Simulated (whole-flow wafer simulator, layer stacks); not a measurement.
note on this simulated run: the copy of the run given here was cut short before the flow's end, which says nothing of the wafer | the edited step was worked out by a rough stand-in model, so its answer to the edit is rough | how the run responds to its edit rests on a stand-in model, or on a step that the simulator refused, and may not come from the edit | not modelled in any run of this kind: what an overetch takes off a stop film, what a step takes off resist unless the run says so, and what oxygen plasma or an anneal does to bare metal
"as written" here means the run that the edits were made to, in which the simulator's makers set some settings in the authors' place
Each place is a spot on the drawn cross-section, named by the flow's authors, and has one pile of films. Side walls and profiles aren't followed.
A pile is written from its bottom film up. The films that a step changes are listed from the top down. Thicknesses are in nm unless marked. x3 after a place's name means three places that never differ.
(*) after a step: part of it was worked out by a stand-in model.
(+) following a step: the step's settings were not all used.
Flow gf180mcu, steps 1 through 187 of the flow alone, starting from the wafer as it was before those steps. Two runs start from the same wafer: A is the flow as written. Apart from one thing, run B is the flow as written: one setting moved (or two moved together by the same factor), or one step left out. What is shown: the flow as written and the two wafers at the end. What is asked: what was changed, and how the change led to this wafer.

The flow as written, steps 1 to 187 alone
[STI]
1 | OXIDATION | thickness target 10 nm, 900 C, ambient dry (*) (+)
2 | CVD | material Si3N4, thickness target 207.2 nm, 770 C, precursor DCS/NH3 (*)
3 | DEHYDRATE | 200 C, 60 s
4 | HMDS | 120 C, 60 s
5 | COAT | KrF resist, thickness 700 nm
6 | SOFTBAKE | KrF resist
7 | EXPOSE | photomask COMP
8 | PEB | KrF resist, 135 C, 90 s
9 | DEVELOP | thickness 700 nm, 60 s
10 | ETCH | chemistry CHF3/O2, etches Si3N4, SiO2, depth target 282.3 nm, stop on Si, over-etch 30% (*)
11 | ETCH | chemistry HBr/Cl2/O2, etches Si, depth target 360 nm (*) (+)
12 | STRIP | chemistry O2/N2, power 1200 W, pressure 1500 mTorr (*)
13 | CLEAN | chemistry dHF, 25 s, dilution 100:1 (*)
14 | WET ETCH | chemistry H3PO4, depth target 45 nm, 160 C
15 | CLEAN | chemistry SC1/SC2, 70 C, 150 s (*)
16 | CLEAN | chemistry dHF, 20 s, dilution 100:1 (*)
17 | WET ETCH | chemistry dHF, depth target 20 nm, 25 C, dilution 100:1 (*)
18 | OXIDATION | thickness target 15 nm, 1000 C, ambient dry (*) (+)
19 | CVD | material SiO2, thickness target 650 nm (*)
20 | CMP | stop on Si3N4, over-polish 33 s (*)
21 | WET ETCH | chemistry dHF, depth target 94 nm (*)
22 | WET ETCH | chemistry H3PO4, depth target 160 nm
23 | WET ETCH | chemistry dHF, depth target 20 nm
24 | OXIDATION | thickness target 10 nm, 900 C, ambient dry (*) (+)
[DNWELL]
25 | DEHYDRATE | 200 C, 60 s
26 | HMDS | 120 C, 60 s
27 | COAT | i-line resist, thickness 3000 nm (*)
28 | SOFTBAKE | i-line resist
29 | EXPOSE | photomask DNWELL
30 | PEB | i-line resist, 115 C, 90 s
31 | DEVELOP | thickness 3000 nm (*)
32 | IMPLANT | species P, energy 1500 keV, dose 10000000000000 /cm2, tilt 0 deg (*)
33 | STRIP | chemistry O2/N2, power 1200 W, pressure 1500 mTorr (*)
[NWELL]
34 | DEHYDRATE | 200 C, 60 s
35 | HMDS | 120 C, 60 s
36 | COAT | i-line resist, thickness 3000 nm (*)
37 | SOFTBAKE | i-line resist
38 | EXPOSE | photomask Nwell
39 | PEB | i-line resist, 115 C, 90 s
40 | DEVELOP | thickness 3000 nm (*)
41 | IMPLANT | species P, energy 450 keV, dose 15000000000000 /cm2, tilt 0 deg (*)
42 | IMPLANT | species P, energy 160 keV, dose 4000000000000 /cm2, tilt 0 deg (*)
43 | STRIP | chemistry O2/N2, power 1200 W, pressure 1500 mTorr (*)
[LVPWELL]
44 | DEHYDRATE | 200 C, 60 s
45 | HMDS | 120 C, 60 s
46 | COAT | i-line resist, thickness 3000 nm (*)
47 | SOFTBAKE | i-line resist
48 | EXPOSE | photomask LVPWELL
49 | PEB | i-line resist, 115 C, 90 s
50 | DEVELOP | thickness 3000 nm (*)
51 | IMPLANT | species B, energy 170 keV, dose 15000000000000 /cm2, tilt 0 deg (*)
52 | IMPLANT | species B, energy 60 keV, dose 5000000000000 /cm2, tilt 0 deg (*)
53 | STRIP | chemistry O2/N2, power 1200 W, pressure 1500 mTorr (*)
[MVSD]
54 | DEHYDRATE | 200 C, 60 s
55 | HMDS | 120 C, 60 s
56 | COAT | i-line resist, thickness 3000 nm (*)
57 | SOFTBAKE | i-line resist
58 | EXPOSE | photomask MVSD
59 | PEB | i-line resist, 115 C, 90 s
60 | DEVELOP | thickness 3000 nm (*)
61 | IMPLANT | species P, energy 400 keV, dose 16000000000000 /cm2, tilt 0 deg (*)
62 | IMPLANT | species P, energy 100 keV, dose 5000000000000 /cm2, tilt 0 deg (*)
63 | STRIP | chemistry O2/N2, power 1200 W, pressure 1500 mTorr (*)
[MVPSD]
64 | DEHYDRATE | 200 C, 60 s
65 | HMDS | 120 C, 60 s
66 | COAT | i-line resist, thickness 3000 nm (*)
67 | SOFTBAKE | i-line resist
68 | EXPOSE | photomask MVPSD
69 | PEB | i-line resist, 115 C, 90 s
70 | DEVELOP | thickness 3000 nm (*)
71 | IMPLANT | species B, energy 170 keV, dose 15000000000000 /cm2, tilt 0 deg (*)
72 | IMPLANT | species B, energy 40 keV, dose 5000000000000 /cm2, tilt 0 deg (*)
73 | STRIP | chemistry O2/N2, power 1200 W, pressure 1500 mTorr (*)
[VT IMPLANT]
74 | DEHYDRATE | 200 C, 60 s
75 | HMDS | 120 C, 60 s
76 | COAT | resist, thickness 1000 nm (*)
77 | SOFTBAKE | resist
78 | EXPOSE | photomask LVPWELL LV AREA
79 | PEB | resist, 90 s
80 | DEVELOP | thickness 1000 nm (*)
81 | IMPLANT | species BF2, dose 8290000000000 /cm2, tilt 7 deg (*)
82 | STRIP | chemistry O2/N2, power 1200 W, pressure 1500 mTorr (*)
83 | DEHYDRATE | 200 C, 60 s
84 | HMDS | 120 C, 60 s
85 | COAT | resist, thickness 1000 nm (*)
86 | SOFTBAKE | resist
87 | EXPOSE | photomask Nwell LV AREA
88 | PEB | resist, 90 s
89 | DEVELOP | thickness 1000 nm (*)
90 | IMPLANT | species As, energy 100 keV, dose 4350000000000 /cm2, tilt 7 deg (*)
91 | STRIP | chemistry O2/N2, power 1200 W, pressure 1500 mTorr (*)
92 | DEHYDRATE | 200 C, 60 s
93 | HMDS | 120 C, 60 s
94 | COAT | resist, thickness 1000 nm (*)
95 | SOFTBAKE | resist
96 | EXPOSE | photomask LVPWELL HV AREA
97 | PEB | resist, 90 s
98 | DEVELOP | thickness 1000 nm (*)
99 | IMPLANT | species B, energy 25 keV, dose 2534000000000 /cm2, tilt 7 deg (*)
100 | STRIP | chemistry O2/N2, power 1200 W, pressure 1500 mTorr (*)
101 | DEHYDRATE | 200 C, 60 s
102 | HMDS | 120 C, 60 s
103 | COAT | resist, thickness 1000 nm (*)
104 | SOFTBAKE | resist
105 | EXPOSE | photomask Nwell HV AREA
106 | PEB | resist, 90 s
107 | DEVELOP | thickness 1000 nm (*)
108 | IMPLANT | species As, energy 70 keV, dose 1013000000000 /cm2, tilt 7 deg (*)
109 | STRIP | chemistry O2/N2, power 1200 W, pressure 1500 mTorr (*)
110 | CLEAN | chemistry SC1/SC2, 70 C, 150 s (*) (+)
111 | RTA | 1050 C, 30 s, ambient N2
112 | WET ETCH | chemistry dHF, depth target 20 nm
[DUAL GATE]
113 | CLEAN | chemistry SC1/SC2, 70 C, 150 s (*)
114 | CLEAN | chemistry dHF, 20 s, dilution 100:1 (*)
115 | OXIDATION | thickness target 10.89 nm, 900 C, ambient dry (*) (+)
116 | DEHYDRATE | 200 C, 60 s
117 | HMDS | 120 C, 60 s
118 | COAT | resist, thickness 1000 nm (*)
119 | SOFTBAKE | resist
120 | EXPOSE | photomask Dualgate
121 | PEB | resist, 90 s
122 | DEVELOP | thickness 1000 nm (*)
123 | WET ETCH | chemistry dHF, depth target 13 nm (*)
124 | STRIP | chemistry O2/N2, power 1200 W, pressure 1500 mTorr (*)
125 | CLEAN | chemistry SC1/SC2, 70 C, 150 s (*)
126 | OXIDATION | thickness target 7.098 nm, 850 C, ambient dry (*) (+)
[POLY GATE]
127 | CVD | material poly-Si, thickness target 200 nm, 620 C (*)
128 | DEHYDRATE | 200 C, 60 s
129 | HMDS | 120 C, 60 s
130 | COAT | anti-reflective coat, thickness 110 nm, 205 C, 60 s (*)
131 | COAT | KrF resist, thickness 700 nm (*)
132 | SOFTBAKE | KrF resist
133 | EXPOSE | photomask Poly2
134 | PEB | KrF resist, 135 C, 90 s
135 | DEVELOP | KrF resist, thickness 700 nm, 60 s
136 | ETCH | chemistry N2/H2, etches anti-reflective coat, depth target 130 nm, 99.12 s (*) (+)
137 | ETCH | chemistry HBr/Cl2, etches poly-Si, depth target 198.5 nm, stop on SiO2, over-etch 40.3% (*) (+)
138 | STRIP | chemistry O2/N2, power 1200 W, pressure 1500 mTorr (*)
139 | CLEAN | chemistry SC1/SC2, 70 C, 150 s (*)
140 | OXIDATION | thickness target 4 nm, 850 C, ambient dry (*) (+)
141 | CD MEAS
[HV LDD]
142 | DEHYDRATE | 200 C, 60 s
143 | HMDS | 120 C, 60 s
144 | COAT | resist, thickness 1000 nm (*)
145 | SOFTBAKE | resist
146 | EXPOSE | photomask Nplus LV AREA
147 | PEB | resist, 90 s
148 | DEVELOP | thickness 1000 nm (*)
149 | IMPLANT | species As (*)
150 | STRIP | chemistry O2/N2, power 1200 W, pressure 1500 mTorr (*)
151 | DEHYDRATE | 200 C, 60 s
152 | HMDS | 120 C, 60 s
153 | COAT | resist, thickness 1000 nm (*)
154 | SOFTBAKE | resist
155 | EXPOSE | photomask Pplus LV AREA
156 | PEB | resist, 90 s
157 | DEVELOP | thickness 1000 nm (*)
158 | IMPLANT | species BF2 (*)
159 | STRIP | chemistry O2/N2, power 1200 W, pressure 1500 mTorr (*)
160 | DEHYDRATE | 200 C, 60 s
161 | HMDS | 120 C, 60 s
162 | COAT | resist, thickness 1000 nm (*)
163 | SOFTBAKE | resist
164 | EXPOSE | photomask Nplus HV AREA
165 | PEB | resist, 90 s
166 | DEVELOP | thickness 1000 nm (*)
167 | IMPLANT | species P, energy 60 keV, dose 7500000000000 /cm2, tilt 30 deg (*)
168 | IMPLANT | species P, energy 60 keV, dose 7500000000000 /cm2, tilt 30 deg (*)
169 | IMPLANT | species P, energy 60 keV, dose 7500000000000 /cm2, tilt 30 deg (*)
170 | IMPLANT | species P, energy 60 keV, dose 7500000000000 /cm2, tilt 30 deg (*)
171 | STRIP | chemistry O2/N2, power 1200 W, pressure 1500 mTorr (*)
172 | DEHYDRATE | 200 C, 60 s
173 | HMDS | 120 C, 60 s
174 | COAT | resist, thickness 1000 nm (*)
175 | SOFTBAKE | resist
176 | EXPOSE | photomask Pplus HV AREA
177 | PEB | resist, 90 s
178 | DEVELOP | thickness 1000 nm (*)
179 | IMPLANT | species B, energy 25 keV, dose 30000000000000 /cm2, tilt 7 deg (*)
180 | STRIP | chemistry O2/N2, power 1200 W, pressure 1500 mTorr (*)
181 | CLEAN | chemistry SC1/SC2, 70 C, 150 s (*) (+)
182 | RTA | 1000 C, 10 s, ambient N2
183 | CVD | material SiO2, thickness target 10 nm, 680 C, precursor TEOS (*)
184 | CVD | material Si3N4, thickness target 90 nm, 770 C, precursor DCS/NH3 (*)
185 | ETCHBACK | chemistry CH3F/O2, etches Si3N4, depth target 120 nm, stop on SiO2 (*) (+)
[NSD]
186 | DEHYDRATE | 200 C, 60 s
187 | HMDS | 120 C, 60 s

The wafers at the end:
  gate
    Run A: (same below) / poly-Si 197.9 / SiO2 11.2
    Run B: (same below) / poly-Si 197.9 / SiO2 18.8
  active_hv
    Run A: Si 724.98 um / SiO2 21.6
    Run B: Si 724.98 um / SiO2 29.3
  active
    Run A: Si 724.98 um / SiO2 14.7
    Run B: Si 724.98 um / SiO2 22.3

What caused this: step 183, CVD: 704 C was run, whereas the flow has 680 C.

The path from the change to this, step by step:
  183 | CVD | material SiO2, thickness target 10 nm, 680 C, precursor TEOS (*)
      field, field__w1, field__w2 and 99 more: A SiO2 gains 10 | B SiO2 gains 17.6
      ld_drift_p: A SiO2 gains 9.87 | B SiO2 gains 17.4
      (also at 1 further place)
